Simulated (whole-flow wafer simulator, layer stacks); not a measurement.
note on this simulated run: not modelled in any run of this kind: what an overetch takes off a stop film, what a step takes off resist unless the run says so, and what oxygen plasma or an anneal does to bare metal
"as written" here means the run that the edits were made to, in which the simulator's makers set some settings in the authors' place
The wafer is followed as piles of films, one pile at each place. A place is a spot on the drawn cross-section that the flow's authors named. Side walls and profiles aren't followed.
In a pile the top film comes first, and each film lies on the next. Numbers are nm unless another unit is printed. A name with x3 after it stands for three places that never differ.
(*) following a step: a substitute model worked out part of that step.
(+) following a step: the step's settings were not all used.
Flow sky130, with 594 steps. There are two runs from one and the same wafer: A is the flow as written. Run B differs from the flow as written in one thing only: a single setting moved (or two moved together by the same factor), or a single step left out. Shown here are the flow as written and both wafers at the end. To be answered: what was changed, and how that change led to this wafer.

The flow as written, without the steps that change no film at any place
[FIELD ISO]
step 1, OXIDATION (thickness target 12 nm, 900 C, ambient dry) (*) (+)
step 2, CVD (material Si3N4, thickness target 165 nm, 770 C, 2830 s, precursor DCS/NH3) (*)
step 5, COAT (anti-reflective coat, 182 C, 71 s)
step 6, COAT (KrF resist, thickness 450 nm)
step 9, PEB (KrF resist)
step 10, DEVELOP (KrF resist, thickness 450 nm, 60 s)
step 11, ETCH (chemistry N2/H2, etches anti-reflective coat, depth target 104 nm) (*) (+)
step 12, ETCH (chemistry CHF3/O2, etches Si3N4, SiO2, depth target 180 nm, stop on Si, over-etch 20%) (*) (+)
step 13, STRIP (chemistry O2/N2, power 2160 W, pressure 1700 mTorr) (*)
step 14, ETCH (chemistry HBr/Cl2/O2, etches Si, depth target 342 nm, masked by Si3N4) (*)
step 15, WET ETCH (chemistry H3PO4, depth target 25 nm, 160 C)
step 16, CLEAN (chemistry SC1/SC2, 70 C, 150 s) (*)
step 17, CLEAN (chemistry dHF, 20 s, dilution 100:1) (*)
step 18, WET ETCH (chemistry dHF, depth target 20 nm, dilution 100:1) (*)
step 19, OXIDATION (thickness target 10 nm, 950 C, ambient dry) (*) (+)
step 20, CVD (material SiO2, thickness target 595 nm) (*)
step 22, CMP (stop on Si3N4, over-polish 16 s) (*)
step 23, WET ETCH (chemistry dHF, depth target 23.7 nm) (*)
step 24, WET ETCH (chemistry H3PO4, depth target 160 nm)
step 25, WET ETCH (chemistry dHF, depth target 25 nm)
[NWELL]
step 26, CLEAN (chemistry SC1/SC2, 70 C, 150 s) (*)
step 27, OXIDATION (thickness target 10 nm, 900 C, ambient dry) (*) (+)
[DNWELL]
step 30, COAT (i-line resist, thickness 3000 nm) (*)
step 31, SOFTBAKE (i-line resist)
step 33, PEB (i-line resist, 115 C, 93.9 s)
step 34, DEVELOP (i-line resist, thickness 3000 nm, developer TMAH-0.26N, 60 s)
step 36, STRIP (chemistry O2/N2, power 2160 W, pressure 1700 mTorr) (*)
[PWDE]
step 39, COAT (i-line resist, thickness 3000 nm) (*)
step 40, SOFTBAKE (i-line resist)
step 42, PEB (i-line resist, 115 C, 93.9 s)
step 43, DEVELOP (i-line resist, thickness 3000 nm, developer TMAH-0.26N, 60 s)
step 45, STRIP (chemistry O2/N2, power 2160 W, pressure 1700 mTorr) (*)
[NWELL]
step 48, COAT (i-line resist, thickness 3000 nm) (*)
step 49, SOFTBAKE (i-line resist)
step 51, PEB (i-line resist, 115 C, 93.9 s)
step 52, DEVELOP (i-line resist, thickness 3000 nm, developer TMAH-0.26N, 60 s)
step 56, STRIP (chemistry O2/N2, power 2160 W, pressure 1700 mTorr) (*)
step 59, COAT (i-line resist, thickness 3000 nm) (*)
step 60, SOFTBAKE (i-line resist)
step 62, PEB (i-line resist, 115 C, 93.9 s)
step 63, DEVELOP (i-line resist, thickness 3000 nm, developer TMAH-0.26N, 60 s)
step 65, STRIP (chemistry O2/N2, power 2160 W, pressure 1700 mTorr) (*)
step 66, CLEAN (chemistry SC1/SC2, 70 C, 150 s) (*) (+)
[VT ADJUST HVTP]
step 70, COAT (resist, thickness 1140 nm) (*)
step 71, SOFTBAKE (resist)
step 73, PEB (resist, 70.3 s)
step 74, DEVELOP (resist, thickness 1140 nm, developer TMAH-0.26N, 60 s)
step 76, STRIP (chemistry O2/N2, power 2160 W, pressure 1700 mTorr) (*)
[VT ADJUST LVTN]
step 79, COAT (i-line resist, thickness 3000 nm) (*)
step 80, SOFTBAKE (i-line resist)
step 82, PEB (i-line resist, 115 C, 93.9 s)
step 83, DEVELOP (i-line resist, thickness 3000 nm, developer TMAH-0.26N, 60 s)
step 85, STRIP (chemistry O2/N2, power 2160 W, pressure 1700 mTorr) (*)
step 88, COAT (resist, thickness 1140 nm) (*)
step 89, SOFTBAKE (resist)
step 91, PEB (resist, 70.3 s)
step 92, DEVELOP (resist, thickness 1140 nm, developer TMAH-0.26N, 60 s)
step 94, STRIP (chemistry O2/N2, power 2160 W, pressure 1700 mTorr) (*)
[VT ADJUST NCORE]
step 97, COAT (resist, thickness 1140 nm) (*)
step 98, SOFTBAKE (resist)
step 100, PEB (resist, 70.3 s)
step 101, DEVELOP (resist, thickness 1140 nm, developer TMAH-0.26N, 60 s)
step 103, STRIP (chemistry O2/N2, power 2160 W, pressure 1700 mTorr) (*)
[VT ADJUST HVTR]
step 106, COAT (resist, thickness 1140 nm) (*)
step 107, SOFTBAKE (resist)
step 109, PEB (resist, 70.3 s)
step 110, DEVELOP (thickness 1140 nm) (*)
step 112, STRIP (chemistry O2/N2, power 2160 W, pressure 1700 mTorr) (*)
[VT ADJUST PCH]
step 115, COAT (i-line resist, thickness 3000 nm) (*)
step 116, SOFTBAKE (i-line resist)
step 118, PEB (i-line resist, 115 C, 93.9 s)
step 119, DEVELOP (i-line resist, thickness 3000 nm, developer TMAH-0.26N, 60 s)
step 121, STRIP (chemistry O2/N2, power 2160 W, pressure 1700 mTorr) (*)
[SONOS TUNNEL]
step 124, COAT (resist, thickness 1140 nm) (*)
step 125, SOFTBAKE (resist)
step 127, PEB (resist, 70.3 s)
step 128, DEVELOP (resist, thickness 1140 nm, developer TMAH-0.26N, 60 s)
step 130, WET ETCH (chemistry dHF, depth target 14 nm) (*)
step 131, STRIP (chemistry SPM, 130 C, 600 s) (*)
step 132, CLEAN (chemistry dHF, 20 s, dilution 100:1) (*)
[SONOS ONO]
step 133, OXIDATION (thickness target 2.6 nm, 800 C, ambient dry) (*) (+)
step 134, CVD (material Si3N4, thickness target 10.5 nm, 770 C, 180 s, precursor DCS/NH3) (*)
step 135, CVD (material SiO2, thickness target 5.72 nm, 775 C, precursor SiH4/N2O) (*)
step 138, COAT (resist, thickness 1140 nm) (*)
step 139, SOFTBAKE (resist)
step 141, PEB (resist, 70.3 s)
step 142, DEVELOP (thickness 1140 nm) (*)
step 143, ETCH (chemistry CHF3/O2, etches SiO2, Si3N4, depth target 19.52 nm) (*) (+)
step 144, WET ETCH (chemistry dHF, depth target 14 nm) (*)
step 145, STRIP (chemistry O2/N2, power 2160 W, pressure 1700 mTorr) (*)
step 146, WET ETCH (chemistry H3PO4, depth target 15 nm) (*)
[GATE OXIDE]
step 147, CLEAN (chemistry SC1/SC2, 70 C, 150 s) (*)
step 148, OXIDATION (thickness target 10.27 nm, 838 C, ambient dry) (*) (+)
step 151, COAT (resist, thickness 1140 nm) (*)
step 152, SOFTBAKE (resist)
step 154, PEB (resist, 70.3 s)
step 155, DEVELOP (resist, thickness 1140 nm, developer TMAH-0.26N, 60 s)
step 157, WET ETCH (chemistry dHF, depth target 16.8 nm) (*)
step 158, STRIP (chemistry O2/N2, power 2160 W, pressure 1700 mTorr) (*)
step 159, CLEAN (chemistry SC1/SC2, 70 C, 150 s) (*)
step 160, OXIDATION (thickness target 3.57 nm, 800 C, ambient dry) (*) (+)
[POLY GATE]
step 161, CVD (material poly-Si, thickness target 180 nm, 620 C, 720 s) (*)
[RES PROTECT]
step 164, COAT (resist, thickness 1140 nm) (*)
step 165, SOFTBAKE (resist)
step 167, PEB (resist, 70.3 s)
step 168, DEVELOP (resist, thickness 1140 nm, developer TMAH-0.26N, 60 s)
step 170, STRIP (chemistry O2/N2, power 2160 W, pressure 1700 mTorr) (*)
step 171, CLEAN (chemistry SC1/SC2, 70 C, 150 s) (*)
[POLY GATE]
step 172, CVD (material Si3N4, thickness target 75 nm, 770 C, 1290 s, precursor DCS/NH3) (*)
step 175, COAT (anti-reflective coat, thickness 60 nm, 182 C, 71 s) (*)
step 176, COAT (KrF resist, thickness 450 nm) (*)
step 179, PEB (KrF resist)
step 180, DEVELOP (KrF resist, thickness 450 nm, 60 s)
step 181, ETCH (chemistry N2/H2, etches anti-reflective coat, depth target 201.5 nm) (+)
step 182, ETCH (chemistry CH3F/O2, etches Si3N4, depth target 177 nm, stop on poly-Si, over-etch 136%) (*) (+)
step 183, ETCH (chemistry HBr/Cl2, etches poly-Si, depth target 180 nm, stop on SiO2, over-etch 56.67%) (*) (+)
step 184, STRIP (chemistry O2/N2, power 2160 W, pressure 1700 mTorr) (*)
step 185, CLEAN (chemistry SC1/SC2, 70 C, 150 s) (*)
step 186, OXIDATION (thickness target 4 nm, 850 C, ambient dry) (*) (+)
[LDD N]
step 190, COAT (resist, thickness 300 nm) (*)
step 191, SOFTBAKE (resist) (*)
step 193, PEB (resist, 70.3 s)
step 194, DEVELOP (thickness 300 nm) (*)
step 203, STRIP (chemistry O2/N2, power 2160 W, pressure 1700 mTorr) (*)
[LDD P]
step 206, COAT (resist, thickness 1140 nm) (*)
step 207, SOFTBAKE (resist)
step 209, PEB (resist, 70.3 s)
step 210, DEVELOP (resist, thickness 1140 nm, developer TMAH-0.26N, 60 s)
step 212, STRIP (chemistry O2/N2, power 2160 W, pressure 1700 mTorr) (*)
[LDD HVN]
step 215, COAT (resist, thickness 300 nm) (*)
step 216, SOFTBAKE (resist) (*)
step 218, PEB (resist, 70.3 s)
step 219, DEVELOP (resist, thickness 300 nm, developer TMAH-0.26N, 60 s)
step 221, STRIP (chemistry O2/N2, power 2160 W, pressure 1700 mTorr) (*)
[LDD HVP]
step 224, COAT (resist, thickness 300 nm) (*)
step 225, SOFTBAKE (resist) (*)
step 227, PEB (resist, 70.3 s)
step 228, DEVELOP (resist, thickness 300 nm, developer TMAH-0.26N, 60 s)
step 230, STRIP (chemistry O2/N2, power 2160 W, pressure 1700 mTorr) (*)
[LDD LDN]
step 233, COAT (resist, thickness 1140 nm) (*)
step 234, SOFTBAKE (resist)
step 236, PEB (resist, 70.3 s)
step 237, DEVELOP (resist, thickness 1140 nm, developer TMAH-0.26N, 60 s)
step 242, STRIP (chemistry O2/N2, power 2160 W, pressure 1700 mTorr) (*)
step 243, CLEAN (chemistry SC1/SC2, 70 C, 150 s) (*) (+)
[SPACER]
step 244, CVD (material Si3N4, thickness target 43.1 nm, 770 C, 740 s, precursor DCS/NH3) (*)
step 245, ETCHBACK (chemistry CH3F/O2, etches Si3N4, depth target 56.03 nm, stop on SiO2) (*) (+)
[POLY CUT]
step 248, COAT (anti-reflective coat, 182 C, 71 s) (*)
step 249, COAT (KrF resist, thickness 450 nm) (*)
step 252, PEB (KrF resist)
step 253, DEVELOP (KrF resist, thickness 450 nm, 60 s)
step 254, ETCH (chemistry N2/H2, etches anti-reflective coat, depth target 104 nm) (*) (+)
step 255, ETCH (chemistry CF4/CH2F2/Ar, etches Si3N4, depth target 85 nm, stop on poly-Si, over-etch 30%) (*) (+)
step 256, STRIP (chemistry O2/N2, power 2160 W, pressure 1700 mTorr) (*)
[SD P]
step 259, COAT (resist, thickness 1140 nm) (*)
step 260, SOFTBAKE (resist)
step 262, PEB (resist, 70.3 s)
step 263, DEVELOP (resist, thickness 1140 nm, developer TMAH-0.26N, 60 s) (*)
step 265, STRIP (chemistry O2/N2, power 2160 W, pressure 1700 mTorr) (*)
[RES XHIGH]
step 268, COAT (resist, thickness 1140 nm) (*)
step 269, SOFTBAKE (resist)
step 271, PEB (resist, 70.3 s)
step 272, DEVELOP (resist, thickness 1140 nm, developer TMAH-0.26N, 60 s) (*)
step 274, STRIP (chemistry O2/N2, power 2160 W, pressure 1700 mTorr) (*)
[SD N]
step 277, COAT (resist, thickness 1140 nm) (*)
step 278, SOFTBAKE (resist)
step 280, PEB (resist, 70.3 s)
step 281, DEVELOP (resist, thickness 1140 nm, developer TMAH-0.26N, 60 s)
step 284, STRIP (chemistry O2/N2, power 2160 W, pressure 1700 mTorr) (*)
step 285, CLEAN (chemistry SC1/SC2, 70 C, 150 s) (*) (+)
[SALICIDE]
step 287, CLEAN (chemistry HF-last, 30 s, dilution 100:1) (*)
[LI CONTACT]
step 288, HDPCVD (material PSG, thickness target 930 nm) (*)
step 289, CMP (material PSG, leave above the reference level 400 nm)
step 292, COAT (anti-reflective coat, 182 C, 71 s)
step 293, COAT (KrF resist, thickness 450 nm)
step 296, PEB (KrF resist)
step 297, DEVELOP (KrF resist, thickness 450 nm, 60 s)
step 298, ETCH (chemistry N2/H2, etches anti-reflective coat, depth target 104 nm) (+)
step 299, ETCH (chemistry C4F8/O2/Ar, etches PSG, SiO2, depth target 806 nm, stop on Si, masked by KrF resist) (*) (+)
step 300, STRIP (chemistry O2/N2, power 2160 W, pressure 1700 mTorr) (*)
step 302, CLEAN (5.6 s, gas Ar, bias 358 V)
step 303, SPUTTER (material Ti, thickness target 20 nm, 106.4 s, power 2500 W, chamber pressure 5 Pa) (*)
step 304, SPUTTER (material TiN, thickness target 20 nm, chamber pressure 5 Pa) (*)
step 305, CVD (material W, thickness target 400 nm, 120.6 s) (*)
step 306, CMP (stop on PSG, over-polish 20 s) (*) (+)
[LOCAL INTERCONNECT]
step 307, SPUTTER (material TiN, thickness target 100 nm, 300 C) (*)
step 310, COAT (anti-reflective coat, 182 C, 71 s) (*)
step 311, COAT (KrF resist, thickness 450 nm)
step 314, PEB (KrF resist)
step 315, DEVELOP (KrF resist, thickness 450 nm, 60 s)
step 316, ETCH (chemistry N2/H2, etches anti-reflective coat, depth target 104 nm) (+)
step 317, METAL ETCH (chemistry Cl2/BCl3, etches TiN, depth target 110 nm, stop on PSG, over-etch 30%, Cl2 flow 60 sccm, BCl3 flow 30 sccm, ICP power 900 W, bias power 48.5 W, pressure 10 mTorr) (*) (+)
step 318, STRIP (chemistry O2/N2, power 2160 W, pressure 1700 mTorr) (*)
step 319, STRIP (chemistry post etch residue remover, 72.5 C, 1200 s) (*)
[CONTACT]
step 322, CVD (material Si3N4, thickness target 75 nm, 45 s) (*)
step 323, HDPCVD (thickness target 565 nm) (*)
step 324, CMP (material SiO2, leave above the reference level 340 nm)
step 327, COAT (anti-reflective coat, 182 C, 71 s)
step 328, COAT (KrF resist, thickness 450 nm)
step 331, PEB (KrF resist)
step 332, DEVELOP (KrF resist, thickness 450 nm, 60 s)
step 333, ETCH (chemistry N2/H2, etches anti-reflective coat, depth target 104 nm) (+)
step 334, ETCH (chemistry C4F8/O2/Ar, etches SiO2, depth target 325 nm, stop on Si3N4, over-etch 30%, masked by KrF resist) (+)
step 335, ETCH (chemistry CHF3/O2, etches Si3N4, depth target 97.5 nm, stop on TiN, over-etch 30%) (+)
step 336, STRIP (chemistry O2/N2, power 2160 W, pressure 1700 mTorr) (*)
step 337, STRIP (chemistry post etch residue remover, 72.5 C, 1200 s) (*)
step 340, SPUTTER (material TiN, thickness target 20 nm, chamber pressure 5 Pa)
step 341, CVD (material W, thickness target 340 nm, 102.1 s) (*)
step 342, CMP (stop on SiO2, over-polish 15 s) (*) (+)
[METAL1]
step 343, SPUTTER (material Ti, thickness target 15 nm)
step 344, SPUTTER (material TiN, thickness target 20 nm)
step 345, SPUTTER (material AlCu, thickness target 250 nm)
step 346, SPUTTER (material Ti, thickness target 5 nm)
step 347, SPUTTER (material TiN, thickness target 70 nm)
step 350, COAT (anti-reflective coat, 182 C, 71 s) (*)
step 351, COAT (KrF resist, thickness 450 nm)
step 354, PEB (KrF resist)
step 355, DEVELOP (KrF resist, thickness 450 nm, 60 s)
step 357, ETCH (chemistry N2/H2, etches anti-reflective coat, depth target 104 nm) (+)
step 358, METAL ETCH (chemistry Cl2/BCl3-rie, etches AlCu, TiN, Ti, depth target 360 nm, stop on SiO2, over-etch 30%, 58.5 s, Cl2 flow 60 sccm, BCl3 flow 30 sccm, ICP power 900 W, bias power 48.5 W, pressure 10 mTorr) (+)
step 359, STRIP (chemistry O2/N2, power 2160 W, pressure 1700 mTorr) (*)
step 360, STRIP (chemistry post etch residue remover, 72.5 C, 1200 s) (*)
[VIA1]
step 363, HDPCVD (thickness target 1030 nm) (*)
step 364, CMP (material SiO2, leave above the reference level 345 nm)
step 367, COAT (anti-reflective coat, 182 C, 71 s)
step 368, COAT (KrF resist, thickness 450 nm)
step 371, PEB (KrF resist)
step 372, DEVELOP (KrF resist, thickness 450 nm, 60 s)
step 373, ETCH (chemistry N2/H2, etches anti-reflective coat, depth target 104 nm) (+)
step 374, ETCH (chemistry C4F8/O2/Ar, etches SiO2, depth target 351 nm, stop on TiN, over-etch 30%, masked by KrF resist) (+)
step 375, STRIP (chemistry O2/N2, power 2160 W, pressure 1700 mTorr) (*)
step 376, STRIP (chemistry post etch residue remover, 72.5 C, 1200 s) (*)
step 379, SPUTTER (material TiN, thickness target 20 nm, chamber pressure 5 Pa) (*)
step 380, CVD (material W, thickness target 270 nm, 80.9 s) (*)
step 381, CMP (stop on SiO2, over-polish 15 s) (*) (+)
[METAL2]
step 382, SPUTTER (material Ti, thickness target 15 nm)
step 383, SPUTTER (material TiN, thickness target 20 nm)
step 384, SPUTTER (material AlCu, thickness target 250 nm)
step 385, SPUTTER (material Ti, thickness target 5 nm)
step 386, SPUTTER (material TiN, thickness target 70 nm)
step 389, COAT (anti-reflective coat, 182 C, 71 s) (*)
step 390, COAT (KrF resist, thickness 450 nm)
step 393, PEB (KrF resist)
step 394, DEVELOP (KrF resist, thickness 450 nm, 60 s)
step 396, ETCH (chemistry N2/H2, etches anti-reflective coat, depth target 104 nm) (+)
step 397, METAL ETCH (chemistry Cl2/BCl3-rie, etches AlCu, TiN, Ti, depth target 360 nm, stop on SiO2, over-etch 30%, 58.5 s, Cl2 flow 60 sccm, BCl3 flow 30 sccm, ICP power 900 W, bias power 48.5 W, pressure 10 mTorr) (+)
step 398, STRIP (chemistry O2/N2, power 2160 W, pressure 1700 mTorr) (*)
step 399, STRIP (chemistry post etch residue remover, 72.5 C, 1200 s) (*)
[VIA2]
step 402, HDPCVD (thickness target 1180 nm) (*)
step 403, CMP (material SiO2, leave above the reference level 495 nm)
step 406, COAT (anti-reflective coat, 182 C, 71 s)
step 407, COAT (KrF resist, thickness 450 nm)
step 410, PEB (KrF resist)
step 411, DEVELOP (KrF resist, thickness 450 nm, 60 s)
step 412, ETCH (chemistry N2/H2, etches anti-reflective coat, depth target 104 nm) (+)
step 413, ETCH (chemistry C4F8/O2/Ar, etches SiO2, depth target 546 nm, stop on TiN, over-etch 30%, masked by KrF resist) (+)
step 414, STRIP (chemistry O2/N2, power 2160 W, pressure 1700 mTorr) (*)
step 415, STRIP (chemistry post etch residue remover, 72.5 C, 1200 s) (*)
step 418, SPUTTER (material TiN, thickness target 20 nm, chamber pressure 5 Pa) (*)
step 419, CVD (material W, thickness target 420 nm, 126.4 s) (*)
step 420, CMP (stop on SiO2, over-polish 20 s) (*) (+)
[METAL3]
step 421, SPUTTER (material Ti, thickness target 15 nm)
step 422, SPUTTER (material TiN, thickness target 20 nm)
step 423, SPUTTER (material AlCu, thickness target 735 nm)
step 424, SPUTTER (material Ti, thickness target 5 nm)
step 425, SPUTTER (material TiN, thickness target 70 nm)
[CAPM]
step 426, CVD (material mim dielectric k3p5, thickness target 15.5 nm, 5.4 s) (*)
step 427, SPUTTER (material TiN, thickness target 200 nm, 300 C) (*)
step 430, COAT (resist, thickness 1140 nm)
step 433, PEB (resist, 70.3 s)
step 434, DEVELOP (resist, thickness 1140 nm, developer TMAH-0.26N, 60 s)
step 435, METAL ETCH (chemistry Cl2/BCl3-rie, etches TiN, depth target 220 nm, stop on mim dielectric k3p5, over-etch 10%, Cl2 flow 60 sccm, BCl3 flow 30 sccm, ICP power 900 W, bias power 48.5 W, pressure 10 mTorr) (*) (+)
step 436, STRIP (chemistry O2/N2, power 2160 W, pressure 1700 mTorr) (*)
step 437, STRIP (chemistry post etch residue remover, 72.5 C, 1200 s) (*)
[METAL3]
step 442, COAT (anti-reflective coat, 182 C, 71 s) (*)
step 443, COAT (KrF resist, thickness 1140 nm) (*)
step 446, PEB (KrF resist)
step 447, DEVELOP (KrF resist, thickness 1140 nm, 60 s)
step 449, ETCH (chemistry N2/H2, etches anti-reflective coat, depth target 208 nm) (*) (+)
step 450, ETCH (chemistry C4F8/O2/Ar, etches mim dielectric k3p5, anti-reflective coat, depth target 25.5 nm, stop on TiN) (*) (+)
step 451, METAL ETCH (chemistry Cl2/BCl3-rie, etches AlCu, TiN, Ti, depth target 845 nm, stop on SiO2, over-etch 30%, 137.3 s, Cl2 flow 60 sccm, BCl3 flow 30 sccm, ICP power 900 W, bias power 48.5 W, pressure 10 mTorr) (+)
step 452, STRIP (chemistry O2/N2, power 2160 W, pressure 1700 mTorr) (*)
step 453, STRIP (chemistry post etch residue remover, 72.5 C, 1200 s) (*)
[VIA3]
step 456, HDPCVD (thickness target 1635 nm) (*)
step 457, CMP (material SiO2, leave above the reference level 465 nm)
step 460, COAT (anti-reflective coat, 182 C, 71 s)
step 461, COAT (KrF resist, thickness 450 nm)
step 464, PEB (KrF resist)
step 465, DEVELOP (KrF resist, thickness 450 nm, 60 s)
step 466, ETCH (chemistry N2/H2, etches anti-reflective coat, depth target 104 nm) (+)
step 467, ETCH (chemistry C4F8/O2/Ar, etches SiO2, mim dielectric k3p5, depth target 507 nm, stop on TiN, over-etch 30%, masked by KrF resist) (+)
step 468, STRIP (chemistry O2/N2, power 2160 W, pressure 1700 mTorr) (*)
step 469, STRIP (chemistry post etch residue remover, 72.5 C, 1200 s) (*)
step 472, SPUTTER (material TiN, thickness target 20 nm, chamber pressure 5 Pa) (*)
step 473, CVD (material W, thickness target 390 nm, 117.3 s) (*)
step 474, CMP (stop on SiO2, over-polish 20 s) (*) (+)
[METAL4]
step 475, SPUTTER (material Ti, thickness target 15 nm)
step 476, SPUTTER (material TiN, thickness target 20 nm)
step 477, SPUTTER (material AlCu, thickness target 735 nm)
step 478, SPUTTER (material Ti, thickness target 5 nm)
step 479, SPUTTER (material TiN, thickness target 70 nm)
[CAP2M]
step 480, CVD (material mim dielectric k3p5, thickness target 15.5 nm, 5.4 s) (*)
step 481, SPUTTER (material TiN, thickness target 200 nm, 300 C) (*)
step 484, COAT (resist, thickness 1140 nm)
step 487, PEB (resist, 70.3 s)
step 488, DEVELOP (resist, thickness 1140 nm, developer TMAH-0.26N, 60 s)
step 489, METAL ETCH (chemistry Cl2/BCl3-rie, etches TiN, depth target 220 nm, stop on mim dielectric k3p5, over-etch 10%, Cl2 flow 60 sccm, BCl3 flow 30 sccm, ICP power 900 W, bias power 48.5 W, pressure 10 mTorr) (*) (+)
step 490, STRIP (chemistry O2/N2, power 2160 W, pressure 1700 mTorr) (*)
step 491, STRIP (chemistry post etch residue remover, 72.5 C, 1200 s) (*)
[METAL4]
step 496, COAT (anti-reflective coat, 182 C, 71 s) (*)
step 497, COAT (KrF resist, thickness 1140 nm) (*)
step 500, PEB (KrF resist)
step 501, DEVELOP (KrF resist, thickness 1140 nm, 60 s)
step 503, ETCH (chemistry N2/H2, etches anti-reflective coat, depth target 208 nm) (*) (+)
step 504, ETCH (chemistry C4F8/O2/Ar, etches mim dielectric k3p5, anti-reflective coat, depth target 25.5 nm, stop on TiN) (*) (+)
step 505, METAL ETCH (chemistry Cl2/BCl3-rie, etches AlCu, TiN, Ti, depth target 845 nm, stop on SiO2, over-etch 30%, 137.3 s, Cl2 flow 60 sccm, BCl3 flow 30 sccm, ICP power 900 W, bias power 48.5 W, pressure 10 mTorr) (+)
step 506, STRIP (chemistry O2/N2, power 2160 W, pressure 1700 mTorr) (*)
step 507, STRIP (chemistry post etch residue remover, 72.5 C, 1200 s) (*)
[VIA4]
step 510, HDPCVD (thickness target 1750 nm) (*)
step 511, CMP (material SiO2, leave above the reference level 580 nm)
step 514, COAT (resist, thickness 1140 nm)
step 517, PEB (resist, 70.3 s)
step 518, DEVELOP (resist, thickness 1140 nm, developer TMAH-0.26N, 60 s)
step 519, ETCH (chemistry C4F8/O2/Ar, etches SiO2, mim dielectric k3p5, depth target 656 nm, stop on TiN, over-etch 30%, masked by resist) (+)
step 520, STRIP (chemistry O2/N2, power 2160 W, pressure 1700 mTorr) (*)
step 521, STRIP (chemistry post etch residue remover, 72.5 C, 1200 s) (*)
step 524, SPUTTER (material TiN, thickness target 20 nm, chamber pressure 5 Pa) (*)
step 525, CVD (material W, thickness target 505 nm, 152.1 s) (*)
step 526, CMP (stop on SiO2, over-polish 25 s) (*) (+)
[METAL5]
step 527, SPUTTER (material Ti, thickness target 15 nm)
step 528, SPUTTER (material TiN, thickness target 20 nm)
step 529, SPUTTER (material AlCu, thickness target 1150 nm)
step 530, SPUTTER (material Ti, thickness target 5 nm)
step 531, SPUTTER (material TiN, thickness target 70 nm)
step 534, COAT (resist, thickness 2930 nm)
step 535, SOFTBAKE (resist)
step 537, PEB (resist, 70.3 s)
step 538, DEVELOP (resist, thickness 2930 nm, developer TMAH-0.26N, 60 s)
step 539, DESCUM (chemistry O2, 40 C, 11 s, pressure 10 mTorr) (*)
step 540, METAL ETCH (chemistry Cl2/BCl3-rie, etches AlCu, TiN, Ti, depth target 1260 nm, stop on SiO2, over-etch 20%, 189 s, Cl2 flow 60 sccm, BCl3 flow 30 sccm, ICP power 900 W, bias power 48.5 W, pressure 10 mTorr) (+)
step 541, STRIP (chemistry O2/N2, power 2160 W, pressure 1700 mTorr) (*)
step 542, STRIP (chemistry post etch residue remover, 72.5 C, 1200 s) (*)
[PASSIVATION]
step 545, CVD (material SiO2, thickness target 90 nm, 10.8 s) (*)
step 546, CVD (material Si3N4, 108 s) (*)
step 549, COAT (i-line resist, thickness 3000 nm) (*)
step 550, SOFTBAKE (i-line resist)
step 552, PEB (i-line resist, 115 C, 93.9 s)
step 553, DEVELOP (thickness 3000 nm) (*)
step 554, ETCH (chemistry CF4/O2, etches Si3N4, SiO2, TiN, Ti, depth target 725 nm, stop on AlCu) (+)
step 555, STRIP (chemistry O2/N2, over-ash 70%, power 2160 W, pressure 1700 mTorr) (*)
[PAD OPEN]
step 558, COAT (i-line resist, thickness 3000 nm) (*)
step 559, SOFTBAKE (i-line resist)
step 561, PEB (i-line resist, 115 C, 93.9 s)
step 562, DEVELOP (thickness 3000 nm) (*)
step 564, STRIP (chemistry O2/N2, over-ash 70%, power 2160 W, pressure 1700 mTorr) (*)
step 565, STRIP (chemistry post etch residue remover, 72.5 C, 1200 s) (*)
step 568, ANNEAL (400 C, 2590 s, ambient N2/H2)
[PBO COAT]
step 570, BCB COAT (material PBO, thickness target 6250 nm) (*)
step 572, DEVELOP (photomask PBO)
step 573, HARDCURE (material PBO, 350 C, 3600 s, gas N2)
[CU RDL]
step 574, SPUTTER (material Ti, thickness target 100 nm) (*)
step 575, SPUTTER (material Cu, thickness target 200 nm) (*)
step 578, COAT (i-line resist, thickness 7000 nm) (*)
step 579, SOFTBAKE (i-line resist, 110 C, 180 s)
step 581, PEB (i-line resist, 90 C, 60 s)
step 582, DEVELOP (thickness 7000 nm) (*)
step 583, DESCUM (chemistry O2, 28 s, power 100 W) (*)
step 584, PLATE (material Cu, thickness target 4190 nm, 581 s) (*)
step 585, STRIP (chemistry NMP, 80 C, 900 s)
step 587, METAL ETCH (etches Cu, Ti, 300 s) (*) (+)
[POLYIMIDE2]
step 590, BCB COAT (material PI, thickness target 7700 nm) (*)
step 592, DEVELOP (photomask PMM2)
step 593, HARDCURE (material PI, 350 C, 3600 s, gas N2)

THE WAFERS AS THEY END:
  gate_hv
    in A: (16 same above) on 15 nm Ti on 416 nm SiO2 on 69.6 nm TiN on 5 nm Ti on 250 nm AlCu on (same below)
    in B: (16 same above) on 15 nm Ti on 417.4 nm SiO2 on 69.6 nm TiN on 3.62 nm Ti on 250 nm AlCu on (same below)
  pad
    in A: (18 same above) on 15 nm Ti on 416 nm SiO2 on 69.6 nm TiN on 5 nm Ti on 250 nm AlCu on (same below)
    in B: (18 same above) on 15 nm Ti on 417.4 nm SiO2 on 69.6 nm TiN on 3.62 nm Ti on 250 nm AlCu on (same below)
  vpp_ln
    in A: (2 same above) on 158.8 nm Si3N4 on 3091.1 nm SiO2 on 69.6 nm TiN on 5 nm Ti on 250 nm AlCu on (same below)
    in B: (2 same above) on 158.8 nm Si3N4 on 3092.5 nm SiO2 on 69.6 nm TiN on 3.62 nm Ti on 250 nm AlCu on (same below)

The reason: step 385, SPUTTER: thickness target 3.62 nm was run, though the flow has thickness target 5 nm.
The wafer lets one read it off: gate_hv has Ti 3.62, and step 385 as written asks for 5 nm.

The path from the change to this, step by step:
  step 385, SPUTTER (material Ti, thickness target 5 nm)
      field, active, n_well and 188 more: A Ti gains 5 (new film) | B Ti gains 3.62 (new film)
  step 397, METAL ETCH (chemistry Cl2/BCl3-rie, etches AlCu, TiN, Ti, depth target 360 nm, stop on SiO2, over-etch 30%, 58.5 s, Cl2 flow 60 sccm, BCl3 flow 30 sccm, ICP power 900 W, bias power 48.5 W, pressure 10 mTorr) (+)
      field, active, gate and 82 more: A TiN loses 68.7 (all of it), Ti loses 5 (all of it), AlCu loses 250 (all of it), TiN loses 20 (all of it), Ti loses 15 (all of it), SiO2 loses 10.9 | B TiN loses 68.7 (all of it), Ti loses 3.62 (all of it), AlCu loses 250 (all of it), TiN loses 20 (all of it), Ti loses 15 (all of it), SiO2 loses 11.1
